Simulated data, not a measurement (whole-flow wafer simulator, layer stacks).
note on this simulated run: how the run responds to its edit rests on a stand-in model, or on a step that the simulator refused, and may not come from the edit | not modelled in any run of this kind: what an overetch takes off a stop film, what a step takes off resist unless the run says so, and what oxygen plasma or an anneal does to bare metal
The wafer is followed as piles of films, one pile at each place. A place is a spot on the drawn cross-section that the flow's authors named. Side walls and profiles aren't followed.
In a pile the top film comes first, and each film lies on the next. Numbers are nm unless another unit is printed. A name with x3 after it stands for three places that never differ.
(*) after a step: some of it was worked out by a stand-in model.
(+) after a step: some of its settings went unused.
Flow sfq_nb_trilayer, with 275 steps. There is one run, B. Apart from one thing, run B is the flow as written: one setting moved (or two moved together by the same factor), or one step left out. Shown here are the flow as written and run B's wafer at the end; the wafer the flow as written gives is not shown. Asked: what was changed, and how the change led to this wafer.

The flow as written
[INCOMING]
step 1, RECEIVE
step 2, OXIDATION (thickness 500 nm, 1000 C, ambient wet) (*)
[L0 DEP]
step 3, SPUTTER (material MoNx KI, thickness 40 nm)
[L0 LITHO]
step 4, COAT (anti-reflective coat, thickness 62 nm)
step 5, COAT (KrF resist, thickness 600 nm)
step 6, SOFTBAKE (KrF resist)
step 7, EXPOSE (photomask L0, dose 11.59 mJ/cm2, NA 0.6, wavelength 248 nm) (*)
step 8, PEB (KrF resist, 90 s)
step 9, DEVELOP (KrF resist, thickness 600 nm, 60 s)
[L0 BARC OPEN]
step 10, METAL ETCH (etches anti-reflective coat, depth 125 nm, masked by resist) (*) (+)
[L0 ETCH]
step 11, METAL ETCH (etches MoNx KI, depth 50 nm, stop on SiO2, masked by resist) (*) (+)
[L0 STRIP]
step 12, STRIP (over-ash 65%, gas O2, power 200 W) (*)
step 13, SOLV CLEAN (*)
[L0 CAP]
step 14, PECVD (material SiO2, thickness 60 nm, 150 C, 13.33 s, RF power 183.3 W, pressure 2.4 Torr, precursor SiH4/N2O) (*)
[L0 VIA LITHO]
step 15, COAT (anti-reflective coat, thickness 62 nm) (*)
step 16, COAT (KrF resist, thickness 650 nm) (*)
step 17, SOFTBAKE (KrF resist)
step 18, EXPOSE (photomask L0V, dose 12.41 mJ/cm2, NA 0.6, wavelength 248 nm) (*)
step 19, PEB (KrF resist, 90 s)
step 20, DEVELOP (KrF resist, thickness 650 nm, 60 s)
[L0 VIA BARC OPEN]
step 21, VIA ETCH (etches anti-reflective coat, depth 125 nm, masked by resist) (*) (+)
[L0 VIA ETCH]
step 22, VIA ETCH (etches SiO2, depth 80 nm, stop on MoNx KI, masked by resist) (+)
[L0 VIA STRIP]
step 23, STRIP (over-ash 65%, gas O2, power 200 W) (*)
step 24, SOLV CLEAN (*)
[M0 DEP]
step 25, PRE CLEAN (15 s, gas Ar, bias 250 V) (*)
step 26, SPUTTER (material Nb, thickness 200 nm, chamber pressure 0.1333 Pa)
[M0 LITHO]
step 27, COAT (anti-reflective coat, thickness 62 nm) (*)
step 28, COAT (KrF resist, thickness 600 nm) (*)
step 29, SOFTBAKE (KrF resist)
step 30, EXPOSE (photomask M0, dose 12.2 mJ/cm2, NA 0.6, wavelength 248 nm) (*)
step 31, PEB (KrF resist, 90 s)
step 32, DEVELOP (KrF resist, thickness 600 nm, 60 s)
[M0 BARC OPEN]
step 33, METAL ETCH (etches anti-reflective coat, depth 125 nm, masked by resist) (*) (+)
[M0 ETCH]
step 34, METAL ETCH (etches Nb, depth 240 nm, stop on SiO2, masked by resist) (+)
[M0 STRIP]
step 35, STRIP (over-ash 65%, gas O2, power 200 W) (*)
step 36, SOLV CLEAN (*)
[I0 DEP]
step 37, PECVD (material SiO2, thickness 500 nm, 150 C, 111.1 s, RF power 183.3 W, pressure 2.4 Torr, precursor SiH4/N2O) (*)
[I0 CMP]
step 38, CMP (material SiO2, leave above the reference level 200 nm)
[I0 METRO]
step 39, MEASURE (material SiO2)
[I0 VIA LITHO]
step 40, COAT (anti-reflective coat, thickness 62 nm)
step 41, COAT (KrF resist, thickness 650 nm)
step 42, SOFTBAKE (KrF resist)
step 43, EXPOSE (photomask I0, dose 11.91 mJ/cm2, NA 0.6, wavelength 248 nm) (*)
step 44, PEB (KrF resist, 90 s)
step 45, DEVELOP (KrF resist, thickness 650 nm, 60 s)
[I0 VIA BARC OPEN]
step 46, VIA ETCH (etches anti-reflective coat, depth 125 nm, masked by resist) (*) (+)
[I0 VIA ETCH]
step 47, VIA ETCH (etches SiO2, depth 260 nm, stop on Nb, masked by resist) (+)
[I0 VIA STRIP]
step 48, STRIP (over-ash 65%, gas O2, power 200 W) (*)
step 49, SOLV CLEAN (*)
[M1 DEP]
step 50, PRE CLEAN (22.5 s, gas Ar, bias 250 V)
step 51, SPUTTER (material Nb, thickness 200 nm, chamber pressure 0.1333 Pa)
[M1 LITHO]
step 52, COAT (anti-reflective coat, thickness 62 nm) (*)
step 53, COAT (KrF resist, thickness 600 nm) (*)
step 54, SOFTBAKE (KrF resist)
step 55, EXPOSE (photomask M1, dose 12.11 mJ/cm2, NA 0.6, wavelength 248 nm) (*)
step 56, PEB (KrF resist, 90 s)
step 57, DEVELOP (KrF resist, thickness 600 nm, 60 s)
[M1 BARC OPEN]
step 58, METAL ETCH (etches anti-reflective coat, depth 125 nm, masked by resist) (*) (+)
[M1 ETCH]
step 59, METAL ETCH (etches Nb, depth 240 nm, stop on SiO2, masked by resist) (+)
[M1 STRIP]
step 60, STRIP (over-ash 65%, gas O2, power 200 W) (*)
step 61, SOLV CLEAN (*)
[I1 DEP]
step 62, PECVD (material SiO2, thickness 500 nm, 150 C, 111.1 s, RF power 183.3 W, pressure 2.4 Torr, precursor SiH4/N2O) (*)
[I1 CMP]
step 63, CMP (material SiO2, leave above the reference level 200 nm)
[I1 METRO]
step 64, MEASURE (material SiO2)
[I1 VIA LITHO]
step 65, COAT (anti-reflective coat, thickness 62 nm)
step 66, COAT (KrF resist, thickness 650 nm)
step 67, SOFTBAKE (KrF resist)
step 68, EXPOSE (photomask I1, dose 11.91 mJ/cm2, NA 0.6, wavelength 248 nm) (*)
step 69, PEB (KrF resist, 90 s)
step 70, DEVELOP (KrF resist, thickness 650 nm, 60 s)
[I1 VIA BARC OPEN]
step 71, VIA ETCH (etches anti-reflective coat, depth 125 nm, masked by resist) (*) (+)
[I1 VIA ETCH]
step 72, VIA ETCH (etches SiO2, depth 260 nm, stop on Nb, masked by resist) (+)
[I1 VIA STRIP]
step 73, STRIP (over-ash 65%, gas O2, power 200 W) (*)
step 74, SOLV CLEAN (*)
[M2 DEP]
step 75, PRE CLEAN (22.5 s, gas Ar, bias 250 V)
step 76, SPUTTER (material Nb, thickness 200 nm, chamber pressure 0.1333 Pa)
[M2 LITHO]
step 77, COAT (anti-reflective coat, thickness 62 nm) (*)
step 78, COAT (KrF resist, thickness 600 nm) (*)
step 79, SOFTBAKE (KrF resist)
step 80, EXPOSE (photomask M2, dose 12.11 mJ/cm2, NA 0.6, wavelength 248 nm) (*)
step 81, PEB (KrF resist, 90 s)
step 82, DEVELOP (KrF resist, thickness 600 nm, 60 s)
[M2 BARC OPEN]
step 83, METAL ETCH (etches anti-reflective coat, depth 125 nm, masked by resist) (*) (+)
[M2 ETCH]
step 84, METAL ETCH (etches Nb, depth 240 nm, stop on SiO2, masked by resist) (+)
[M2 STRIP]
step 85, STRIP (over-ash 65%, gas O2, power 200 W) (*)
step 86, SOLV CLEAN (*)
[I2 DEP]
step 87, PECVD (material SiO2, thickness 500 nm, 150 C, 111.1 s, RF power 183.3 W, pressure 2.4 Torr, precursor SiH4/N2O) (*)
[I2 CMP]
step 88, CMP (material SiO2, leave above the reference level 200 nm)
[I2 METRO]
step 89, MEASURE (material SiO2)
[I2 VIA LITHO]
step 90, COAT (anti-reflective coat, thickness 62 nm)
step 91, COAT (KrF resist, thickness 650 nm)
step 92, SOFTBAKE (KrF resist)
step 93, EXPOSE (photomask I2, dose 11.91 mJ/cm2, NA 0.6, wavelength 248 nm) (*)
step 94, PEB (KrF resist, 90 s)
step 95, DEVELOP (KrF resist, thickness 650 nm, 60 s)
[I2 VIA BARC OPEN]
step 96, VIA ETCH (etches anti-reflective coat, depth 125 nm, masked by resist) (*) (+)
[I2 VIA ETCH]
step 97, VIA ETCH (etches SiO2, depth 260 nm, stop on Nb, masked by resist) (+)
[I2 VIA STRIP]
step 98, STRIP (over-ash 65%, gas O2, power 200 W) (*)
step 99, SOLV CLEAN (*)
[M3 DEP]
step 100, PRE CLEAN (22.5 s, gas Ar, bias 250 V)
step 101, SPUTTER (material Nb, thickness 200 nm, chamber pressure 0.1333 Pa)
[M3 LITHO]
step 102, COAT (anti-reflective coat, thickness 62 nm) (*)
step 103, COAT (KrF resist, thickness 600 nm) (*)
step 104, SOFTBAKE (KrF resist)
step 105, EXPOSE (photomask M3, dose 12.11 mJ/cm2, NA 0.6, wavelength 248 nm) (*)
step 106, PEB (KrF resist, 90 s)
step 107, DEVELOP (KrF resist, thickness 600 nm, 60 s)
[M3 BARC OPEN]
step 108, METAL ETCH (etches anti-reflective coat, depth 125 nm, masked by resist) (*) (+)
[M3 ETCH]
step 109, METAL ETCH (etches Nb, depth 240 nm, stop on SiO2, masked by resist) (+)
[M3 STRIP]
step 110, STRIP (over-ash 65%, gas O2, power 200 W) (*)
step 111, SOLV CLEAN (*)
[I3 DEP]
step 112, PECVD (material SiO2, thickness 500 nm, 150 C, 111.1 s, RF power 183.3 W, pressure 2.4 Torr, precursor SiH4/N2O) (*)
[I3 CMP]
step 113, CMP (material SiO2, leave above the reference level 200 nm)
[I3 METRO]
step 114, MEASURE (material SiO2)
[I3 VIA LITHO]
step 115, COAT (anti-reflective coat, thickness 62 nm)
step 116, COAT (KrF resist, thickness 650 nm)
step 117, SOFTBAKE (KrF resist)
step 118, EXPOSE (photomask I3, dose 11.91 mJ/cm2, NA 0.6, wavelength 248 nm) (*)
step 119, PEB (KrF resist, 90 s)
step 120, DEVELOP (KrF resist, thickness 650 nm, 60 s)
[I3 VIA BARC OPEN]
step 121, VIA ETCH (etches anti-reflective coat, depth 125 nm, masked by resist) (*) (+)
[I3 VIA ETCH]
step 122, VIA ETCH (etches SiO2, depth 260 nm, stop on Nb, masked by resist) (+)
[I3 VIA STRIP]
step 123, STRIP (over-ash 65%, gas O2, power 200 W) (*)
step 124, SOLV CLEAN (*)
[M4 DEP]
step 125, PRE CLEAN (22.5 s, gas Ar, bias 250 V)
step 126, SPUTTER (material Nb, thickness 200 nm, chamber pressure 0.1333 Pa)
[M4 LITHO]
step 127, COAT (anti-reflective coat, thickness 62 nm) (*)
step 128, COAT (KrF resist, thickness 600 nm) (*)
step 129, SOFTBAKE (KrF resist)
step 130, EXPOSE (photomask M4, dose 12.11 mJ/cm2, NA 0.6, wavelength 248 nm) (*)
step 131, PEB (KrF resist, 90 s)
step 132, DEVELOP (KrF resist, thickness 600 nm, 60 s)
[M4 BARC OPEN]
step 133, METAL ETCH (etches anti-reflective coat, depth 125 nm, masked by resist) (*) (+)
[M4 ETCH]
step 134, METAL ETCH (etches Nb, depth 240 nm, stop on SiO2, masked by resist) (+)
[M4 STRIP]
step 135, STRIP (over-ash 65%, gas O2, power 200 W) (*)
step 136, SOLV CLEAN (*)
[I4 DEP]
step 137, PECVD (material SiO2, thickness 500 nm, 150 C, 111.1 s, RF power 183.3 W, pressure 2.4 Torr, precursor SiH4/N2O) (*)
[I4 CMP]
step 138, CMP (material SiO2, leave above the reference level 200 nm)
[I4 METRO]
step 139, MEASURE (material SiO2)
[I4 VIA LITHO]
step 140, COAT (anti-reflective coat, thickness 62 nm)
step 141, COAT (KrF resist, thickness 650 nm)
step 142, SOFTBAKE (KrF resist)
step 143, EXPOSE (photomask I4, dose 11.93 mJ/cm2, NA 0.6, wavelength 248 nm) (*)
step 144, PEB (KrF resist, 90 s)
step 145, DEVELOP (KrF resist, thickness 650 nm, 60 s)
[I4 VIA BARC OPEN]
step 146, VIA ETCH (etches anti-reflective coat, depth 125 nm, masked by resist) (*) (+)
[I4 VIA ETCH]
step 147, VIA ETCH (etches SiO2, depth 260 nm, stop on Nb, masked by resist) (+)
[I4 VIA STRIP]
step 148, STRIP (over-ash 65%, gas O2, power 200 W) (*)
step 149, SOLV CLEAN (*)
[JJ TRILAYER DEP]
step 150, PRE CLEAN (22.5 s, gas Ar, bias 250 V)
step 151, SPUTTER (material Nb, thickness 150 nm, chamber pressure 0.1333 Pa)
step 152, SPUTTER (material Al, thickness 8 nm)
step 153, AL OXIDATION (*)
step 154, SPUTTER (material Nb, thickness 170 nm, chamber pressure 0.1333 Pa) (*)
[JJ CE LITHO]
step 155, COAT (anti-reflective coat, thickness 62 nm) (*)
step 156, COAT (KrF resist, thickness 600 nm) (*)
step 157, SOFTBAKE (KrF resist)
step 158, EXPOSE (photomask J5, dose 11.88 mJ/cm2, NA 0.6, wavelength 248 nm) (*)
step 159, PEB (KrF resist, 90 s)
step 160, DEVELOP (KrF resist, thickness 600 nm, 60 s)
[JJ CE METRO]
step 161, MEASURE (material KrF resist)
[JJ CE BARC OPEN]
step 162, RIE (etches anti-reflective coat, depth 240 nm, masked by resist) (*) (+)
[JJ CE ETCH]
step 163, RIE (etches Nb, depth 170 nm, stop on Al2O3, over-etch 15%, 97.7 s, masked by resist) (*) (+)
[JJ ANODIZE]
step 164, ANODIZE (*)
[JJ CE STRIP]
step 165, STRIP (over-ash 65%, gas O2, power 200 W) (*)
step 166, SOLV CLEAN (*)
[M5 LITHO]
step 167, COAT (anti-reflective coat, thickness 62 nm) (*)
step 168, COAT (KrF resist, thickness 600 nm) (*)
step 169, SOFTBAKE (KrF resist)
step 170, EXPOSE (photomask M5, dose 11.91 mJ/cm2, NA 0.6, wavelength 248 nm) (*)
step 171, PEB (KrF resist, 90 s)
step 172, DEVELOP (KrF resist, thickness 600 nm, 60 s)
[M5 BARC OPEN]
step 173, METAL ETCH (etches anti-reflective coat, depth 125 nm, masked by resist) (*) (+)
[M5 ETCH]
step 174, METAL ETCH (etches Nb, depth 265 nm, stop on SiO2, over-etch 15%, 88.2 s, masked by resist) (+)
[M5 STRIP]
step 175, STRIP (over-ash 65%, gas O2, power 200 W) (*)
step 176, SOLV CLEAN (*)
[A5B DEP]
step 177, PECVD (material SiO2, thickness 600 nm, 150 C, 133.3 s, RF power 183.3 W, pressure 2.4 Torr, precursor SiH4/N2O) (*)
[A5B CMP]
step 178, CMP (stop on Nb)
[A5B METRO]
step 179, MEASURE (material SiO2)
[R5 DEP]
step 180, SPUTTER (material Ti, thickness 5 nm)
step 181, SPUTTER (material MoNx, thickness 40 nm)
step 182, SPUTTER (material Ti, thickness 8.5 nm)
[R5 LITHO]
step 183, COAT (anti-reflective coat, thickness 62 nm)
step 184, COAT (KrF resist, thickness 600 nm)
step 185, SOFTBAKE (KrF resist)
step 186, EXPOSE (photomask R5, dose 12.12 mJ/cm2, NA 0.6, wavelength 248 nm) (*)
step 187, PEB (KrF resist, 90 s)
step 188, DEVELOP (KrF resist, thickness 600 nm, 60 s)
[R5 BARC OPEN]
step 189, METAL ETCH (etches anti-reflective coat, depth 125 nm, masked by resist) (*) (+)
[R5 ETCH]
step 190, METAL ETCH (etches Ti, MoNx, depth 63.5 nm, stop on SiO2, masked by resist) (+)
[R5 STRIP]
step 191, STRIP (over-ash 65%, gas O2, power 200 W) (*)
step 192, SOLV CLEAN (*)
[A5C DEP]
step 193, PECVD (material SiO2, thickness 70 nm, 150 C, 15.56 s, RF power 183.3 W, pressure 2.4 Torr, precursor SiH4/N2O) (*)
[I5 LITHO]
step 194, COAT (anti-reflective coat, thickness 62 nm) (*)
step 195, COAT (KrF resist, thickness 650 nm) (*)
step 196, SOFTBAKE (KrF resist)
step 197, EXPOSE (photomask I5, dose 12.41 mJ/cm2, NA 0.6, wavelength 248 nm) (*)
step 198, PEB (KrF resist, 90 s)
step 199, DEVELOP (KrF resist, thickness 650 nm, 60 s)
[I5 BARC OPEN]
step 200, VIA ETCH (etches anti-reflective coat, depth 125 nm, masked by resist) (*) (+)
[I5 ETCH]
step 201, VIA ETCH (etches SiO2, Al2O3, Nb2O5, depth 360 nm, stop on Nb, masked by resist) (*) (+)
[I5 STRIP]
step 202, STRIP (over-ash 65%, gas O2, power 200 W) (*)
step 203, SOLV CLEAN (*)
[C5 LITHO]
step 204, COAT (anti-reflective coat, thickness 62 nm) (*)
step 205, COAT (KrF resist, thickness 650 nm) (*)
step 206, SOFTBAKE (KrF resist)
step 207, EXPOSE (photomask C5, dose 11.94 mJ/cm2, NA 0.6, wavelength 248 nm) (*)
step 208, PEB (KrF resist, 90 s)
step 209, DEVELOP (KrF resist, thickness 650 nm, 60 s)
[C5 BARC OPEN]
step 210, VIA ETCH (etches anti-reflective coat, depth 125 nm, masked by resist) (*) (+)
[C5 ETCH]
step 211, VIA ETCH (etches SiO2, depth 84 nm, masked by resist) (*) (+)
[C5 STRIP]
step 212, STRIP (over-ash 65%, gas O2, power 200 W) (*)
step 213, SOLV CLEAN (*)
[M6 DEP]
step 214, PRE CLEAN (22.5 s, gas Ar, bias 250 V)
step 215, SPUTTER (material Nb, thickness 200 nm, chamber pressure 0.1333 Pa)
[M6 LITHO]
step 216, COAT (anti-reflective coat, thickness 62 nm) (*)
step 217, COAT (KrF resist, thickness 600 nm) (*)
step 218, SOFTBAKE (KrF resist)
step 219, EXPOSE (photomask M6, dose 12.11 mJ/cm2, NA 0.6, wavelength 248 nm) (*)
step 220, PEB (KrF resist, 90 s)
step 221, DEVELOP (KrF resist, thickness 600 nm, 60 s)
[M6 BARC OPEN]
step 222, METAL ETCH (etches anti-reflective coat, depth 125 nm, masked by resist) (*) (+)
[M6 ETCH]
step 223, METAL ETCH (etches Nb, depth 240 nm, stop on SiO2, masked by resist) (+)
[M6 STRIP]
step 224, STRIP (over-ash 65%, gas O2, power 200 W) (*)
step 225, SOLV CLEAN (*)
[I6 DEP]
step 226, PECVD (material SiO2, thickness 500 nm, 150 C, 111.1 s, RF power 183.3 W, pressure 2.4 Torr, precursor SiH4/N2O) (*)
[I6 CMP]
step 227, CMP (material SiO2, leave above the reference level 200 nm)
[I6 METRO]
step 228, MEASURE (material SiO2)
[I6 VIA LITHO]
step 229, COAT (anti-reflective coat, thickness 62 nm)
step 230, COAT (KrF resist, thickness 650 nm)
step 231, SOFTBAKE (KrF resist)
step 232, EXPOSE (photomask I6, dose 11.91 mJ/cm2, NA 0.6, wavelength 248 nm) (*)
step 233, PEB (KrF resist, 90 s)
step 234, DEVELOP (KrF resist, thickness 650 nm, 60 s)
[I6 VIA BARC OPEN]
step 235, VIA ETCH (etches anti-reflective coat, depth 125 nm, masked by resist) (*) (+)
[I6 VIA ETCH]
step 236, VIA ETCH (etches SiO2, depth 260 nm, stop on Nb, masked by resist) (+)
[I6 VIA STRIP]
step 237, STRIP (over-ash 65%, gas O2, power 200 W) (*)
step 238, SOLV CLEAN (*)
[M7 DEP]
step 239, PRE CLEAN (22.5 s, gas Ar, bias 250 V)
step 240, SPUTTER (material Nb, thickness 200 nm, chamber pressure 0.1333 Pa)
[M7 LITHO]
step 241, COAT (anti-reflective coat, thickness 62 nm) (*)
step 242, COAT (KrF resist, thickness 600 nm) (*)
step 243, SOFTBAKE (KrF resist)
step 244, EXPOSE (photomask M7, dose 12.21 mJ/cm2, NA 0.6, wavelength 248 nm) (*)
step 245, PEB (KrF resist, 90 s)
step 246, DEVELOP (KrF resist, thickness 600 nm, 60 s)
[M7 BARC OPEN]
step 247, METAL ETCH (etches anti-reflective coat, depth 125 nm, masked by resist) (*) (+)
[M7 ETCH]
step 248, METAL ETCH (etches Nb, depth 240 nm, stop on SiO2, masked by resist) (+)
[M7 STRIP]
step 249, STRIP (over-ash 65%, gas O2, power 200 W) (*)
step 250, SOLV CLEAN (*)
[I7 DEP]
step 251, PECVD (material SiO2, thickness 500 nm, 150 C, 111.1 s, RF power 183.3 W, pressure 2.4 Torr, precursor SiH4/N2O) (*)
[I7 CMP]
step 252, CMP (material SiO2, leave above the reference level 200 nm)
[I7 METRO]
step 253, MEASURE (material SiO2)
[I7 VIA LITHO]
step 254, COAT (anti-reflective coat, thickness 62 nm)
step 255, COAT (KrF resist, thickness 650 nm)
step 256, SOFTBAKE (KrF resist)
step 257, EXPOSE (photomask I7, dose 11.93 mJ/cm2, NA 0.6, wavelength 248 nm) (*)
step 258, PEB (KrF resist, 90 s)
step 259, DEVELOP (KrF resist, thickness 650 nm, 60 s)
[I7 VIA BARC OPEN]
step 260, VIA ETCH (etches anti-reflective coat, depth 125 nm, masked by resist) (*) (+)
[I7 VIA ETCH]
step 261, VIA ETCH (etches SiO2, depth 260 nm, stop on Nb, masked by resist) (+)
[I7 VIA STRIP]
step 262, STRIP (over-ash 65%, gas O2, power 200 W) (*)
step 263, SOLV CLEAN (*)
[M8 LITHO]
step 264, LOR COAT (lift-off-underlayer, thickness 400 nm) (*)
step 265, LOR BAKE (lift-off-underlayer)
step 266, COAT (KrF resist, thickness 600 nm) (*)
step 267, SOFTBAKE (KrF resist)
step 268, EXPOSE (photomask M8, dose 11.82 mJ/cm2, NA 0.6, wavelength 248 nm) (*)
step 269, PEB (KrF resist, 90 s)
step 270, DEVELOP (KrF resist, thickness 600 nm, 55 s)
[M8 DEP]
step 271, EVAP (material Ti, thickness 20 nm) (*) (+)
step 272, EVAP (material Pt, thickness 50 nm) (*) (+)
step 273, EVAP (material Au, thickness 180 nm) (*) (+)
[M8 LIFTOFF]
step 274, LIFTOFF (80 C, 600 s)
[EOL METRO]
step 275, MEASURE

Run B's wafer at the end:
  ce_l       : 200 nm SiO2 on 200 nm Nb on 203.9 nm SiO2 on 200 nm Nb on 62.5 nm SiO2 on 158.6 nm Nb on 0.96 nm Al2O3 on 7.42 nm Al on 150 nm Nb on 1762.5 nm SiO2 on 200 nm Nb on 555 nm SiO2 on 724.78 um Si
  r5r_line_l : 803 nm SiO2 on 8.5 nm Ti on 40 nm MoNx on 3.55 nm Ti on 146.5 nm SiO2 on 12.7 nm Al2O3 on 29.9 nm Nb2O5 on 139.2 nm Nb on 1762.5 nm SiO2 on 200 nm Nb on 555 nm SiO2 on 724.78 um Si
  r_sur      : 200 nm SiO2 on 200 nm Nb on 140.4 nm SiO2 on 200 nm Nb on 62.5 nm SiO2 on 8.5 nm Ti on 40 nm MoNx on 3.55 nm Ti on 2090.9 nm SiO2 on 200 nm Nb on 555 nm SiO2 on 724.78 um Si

Cause: step 180, SPUTTER: thickness 3.55 nm was run, though the flow has thickness 5 nm.
One can read it off the wafer: r5r_line_l has Ti 3.55, and step 180 as written asks for 5 nm.

How this came from the change, step by step:
  step 180, SPUTTER (material Ti, thickness 5 nm)
      field_l, v_sur, via_wl and 103 more: +3.55 Ti (new film) (it would be, as written: +5 Ti (new film))
  step 190, METAL ETCH (etches Ti, MoNx, depth 63.5 nm, stop on SiO2, masked by resist) (+)
      field_l, v_sur, via_wl and 92 more: -8.5 Ti (all of it), -40 MoNx (all of it), -3.55 Ti (all of it) (it would be, as written: -8.5 Ti (all of it), -40 MoNx (all of it), -5 Ti (all of it))
      ce_l, c5j, ce_r, wl_jj: -8.5 Ti (all of it), -40 MoNx (all of it), -3.55 Ti (all of it), -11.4 Nb (it would be, as written: -8.5 Ti (all of it), -40 MoNx (all of it), -5 Ti (all of it), -10 Nb)
